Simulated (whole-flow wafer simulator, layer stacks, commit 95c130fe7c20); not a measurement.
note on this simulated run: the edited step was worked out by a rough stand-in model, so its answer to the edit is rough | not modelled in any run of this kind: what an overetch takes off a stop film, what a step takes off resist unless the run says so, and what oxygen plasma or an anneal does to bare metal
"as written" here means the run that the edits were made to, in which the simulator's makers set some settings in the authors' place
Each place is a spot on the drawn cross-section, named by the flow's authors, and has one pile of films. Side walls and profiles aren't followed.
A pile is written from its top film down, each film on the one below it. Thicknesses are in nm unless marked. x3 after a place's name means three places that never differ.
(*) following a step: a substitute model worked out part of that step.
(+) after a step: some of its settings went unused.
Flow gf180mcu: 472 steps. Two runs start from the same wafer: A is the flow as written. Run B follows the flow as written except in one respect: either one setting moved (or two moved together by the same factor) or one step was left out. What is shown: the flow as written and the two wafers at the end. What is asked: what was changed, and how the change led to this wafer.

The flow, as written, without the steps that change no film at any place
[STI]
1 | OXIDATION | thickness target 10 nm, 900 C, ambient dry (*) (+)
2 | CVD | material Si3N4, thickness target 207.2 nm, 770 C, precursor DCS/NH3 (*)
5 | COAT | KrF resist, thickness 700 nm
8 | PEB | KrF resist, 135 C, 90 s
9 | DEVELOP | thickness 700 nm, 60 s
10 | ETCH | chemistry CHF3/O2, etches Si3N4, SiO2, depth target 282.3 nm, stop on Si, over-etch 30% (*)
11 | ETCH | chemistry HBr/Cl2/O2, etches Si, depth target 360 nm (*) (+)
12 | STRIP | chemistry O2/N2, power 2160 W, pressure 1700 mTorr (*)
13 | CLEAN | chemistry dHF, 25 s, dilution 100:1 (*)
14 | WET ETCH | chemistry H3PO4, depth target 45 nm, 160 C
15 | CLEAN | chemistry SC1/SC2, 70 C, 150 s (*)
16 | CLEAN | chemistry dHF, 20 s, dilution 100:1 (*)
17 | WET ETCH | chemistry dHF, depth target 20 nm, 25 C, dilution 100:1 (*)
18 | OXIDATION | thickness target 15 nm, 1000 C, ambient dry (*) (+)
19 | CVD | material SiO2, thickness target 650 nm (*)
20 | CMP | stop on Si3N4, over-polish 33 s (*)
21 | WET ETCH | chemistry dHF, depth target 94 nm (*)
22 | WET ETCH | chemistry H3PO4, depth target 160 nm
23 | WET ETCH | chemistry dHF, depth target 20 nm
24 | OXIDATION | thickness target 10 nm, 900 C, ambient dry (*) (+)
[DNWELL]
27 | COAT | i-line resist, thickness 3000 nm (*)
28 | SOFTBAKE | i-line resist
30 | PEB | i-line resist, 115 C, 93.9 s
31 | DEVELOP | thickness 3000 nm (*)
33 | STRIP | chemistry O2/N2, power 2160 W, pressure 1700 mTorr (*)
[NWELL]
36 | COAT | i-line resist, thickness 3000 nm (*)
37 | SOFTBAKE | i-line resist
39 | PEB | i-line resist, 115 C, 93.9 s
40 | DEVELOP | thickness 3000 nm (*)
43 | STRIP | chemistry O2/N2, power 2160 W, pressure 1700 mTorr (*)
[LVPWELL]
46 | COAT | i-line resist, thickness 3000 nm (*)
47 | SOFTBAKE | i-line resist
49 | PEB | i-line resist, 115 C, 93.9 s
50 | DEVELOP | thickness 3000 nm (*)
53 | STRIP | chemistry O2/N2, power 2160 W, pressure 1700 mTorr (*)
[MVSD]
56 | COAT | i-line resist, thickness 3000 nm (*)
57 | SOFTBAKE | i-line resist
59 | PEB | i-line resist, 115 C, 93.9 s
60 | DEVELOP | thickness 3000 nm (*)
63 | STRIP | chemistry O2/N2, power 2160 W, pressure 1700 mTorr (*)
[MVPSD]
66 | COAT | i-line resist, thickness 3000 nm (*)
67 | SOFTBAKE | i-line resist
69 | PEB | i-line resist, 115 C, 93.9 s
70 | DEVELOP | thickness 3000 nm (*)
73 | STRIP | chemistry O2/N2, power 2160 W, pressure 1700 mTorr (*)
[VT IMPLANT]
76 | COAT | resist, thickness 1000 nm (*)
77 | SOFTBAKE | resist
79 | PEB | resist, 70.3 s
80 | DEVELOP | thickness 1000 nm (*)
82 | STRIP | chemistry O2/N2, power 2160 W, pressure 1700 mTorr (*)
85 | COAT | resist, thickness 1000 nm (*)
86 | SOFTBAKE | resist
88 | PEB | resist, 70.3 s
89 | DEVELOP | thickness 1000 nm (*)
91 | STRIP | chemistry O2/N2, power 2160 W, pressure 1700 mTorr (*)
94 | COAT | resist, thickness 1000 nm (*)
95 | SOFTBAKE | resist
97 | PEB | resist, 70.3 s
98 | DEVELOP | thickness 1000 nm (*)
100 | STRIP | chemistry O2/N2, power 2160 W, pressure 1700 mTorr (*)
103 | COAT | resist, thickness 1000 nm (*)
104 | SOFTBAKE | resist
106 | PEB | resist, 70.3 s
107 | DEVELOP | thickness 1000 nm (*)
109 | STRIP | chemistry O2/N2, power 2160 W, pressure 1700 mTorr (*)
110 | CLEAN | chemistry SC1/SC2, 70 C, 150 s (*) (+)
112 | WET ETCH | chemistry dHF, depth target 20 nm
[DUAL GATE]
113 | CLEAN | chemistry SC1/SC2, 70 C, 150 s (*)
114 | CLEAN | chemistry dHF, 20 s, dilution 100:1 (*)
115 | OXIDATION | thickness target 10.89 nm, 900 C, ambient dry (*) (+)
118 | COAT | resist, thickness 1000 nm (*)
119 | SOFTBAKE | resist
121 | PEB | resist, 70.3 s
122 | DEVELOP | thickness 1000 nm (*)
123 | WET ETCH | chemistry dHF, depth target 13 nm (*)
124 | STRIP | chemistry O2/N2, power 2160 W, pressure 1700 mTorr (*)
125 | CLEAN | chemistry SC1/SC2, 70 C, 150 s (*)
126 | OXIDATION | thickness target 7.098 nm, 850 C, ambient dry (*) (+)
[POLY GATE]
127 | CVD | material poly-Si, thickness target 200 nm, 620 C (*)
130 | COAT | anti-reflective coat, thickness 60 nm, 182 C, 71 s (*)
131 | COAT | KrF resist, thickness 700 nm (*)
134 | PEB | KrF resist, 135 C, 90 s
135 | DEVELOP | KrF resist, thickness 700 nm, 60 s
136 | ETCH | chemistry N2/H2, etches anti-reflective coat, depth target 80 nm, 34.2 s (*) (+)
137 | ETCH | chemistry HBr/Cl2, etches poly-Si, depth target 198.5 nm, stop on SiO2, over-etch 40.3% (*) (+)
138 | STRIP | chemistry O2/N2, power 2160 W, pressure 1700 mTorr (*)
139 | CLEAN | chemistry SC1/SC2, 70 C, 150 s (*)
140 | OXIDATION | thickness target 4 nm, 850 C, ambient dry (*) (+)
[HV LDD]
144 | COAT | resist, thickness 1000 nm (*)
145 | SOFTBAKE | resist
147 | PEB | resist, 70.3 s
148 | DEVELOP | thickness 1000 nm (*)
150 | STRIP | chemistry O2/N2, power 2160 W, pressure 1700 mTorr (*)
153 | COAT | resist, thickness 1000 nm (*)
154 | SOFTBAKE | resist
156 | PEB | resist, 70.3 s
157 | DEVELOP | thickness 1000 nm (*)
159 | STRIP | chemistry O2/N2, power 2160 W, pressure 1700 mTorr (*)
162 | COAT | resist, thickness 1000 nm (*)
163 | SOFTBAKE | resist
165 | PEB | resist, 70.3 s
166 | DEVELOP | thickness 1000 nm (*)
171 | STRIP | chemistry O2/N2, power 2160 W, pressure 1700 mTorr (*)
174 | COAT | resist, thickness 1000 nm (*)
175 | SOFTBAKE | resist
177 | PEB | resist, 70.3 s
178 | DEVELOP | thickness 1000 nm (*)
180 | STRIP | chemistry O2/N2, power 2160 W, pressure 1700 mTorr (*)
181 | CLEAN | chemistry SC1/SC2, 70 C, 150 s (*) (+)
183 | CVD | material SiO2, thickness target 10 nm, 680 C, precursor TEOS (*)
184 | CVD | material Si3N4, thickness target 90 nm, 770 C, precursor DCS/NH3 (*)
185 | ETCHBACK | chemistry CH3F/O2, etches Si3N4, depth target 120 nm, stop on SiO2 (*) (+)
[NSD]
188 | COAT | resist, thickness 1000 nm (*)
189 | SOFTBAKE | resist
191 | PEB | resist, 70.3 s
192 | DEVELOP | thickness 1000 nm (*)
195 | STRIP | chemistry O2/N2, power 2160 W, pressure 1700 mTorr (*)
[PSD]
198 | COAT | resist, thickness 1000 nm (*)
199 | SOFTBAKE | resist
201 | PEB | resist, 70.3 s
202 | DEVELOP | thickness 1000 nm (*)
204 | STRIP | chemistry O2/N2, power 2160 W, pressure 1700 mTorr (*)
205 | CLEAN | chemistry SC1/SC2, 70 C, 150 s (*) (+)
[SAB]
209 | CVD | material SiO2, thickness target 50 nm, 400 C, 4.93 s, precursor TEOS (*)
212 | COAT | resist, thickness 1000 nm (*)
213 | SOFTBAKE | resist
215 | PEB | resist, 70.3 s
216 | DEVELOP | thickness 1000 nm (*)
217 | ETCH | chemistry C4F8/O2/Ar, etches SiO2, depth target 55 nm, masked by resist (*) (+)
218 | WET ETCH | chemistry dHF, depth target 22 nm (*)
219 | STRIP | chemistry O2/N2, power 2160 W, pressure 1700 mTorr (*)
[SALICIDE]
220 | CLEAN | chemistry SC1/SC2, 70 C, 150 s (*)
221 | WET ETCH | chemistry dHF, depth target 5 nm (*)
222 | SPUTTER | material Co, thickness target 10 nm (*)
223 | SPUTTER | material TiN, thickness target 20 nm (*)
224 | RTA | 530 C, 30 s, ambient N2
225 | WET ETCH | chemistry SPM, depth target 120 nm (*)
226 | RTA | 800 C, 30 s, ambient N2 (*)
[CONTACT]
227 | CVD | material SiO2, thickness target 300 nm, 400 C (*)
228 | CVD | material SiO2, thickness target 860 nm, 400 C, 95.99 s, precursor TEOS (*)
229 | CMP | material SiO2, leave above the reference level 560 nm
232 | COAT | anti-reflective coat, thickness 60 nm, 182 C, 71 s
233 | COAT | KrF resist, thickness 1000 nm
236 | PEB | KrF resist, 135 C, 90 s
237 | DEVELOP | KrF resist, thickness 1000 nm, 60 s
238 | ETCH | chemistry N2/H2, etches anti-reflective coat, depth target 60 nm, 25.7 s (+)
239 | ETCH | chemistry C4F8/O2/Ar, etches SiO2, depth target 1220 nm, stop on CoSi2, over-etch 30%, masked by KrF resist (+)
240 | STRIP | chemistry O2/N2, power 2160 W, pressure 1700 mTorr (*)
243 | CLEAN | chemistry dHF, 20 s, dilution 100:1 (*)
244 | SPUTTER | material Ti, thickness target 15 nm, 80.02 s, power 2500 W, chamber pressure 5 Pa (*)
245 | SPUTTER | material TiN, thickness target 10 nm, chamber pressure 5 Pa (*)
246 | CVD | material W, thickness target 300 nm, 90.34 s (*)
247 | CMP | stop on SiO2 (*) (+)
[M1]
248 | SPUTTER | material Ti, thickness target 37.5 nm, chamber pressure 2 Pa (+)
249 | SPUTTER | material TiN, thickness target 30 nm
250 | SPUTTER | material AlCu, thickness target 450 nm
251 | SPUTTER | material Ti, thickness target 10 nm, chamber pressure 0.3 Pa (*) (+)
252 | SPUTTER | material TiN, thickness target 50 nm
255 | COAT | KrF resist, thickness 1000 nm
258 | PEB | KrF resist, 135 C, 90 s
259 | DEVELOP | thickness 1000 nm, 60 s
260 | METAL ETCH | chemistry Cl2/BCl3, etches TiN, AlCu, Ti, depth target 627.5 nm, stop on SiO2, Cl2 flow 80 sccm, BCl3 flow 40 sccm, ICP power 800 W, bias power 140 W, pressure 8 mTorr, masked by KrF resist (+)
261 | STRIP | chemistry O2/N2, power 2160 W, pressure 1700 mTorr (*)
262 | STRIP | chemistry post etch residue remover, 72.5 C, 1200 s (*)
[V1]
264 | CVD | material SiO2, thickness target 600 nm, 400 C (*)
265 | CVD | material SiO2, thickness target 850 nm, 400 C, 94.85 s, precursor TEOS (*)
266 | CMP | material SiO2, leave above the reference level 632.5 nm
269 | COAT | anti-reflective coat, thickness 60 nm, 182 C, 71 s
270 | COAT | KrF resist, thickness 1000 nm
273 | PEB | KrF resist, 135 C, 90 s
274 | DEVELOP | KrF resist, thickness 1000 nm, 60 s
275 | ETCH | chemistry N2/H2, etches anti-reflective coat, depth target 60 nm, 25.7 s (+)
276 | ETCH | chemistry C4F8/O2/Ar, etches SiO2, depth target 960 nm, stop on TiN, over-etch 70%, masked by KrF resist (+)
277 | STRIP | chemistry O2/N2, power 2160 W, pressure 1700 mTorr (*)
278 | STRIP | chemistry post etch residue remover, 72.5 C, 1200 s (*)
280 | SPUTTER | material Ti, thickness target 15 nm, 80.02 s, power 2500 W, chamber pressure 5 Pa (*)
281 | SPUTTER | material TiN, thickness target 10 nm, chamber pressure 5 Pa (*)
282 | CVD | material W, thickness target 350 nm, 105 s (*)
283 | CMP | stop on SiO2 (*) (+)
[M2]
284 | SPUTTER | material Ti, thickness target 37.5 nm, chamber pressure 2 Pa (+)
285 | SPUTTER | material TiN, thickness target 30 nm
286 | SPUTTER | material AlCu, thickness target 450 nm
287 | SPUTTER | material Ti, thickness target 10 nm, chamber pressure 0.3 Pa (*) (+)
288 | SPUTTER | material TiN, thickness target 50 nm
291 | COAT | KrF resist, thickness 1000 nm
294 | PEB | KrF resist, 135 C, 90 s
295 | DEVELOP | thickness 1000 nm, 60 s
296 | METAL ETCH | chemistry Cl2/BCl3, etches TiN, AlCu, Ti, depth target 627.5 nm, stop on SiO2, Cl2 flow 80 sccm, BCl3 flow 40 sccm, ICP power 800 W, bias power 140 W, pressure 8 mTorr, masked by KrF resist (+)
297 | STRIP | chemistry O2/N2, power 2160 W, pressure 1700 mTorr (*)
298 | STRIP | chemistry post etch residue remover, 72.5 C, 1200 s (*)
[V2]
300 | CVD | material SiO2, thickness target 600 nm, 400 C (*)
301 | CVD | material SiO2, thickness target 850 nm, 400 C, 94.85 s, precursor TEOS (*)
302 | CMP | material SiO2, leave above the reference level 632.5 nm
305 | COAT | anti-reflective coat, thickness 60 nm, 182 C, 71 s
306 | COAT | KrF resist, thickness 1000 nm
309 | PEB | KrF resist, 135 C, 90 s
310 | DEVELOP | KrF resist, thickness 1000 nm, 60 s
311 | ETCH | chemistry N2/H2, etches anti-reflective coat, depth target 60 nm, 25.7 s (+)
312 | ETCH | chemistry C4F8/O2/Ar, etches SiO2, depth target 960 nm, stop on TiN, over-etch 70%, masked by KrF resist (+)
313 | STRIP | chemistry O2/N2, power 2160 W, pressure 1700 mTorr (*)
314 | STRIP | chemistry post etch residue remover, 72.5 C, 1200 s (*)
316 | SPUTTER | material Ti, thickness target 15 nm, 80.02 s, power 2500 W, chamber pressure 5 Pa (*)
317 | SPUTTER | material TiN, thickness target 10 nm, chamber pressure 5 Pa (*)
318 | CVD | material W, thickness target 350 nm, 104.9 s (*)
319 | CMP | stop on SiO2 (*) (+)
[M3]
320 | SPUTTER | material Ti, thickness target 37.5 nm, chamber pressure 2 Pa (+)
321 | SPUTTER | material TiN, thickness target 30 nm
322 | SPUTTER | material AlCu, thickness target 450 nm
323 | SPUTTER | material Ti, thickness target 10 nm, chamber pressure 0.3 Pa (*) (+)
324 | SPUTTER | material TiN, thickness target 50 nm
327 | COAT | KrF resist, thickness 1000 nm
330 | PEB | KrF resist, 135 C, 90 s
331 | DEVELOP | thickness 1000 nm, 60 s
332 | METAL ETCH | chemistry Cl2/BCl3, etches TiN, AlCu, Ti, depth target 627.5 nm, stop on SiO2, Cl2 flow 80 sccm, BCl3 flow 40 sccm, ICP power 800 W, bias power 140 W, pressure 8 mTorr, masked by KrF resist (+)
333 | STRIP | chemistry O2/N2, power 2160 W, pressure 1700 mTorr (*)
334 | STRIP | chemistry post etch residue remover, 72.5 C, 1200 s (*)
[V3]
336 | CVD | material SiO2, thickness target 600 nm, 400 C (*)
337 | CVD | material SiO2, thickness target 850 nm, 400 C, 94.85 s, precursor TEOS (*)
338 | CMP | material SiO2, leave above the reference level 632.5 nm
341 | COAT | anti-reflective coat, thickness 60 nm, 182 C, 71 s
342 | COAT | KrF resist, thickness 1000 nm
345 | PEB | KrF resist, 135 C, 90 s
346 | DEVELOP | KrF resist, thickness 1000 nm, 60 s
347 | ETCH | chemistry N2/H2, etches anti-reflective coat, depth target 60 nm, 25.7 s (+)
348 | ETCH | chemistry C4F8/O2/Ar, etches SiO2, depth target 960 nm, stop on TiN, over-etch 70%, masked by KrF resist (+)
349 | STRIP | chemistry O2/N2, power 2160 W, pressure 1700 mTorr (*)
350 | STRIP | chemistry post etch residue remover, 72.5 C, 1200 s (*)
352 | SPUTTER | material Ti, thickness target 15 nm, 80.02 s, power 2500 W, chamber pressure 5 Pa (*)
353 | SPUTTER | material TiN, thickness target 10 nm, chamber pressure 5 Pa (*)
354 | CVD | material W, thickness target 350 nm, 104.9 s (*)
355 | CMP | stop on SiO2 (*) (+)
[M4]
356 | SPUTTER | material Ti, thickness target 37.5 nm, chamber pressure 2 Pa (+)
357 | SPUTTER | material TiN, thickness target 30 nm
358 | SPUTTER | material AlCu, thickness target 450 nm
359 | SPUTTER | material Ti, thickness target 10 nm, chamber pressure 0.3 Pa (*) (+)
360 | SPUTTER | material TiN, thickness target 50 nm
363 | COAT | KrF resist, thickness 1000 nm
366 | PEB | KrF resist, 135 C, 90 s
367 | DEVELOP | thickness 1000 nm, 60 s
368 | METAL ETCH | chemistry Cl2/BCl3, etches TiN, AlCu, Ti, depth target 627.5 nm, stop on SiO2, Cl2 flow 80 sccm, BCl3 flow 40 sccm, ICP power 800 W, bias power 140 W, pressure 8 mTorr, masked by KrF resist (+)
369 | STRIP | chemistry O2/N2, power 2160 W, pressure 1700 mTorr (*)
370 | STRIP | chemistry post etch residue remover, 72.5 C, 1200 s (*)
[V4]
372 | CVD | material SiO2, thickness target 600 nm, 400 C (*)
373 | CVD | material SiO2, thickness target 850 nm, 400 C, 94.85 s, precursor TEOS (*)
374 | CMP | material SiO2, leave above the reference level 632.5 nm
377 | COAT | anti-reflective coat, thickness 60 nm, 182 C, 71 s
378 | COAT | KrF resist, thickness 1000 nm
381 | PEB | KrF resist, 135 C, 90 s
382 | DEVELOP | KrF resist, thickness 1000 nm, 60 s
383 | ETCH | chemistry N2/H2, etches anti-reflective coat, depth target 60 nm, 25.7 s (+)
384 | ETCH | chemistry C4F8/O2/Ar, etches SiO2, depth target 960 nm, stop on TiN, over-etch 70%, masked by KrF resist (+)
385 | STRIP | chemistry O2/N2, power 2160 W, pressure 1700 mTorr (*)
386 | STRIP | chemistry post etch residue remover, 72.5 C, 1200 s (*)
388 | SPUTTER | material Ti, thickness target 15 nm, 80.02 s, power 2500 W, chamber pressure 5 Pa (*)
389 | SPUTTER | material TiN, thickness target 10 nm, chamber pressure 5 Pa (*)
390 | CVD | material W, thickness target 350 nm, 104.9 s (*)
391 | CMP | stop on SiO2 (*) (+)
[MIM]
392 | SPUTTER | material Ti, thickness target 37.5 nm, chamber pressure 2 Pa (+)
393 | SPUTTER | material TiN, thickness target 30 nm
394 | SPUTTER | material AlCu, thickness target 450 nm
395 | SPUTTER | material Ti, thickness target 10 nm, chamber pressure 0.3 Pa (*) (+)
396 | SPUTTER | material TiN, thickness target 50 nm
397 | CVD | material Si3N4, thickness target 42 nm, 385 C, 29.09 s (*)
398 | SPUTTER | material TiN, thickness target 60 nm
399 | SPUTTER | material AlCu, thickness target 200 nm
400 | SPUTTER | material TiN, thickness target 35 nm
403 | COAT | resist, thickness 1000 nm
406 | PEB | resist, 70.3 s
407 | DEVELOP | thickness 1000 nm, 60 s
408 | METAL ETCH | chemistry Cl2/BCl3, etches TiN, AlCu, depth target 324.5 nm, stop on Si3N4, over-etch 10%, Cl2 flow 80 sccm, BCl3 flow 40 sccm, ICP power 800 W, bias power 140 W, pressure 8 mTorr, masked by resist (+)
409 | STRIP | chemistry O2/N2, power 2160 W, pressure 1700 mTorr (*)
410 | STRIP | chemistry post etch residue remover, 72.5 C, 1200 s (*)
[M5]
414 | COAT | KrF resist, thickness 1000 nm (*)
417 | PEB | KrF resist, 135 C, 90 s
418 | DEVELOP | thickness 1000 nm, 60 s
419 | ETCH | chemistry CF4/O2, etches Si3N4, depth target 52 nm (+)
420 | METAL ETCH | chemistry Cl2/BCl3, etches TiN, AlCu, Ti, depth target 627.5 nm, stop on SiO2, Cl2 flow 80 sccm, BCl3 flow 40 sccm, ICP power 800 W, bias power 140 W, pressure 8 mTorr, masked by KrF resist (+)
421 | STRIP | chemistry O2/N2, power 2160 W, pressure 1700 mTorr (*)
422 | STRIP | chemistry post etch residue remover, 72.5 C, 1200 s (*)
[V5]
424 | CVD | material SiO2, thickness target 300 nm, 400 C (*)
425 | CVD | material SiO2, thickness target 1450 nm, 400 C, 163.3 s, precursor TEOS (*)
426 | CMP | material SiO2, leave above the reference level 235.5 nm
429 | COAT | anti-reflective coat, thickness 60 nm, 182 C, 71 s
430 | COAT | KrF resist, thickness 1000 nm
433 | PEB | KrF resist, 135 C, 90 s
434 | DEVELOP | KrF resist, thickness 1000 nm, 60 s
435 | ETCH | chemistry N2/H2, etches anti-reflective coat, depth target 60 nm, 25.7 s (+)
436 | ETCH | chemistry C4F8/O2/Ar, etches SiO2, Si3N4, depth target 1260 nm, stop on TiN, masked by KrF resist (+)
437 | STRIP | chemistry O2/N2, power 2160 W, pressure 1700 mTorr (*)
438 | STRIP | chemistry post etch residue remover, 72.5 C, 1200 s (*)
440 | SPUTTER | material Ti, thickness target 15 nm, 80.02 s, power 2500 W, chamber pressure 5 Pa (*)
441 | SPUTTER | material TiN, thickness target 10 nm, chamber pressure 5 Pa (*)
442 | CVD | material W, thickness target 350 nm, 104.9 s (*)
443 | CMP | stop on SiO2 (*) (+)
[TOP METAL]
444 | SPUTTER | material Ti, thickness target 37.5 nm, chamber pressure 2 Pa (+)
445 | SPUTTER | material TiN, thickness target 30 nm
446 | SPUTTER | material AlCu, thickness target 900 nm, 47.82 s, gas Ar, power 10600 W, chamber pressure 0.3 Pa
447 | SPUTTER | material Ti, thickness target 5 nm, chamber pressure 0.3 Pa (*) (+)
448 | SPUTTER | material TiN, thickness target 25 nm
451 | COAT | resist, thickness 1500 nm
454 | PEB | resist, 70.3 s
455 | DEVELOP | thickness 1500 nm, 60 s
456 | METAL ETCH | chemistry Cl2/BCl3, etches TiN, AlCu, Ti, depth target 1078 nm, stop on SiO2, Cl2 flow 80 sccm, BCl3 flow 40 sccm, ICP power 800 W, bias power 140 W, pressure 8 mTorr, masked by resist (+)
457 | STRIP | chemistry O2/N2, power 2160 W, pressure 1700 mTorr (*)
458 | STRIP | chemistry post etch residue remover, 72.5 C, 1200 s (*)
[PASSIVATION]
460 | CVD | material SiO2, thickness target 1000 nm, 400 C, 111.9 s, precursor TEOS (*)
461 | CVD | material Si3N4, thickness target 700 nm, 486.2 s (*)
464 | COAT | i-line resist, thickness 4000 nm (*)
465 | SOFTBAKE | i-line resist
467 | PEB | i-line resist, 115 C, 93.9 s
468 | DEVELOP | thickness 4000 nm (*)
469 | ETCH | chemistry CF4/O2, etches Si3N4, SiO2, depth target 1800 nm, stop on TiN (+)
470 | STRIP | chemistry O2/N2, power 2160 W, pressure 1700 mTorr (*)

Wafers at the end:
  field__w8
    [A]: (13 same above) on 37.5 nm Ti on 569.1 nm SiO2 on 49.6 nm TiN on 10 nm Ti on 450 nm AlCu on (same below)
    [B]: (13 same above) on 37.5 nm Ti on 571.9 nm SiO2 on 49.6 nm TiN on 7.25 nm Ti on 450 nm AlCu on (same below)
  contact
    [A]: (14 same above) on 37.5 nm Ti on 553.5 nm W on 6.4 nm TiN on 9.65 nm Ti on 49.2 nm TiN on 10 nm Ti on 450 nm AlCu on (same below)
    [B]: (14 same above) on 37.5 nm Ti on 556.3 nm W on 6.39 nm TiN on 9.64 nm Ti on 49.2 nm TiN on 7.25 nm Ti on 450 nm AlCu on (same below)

The reason: step 359, SPUTTER: thickness target 7.25 nm was run, while the flow as written has thickness target 10 nm.
The wafer itself shows it: field__w8 has Ti 7.25, and step 359 as written asks for 10 nm.

How this came from the change, step by step:
  359 | SPUTTER | material Ti, thickness target 10 nm, chamber pressure 0.3 Pa (*) (+)
      field, field__w1, field__w2 and 108 more: A +10 Ti (new film) | B +7.25 Ti (new film)
  368 | METAL ETCH | chemistry Cl2/BCl3, etches TiN, AlCu, Ti, depth target 627.5 nm, stop on SiO2, Cl2 flow 80 sccm, BCl3 flow 40 sccm, ICP power 800 W, bias power 140 W, pressure 8 mTorr, masked by KrF resist (+)
      field, field__w1, field__w2 and 103 more: A -50 TiN (all of it), -10 Ti (all of it), -450 AlCu (all of it), -30 TiN (all of it), -37.5 Ti (all of it) | B -50 TiN (all of it), -7.25 Ti (all of it), -450 AlCu (all of it), -30 TiN (all of it), -37.5 Ti (all of it)
